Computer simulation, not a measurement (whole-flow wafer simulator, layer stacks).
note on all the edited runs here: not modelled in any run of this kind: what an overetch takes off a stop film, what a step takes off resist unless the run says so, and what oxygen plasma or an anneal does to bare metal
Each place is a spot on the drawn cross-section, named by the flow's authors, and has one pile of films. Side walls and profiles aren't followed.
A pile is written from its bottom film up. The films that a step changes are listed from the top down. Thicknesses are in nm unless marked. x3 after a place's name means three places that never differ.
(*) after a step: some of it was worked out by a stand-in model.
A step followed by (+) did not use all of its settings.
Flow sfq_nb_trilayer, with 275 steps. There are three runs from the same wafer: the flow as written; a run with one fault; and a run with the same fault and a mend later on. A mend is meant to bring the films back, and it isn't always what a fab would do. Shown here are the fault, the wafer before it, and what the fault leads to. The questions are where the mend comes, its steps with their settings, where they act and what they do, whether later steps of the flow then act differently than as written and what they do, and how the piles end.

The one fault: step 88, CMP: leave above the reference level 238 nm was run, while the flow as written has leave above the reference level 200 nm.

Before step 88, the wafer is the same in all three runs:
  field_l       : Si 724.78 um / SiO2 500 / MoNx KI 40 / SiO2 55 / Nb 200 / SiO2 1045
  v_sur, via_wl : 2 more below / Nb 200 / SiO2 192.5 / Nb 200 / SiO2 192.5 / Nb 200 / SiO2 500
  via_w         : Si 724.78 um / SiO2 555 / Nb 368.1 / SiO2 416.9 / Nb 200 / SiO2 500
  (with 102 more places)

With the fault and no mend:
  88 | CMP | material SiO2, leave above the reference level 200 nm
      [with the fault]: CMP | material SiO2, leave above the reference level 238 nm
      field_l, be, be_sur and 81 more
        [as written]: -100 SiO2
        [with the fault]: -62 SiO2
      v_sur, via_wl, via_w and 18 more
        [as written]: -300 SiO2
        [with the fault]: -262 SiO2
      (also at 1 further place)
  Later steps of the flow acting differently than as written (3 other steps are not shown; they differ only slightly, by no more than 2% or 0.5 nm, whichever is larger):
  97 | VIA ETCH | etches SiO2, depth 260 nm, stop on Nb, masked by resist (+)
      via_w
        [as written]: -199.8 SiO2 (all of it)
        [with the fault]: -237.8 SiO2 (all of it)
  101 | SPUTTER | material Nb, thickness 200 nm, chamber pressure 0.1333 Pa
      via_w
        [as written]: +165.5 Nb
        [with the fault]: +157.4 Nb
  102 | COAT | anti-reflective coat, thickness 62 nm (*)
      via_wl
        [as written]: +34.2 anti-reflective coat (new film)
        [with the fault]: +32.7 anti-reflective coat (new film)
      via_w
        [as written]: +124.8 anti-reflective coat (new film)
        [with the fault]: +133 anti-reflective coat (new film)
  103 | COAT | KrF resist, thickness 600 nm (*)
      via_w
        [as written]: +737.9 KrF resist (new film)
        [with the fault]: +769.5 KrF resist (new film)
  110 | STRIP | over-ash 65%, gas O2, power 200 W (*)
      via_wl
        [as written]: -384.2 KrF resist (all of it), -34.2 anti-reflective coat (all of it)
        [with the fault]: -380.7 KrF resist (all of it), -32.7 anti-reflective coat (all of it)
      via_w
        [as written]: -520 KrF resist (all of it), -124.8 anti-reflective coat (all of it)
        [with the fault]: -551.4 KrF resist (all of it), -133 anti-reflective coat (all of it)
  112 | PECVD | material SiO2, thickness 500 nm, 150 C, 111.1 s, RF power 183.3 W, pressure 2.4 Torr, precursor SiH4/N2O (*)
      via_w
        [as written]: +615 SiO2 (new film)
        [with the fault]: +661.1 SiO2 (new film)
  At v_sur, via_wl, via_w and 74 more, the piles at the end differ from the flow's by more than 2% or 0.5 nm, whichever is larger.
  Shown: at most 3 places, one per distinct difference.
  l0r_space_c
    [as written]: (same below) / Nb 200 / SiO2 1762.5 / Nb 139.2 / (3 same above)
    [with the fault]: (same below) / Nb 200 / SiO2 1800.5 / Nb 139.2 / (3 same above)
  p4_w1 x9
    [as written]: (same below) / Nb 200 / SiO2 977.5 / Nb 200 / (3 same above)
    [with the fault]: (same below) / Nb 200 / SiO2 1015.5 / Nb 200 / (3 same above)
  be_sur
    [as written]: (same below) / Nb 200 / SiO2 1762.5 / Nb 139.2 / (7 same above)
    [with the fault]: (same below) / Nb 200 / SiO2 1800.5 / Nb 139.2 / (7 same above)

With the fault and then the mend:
  The mend follows step 89.
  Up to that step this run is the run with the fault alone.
  89a | CMP | material SiO2, leave above the reference level 200 nm (the flow's step 88, run once more)
      field_l, v_sur, via_wl and 103 more
        -38 SiO2
  None of the later steps of the flow acts differently than as written at any place that is followed.
  By the end, the piles equal the flow's at every place that both follow.
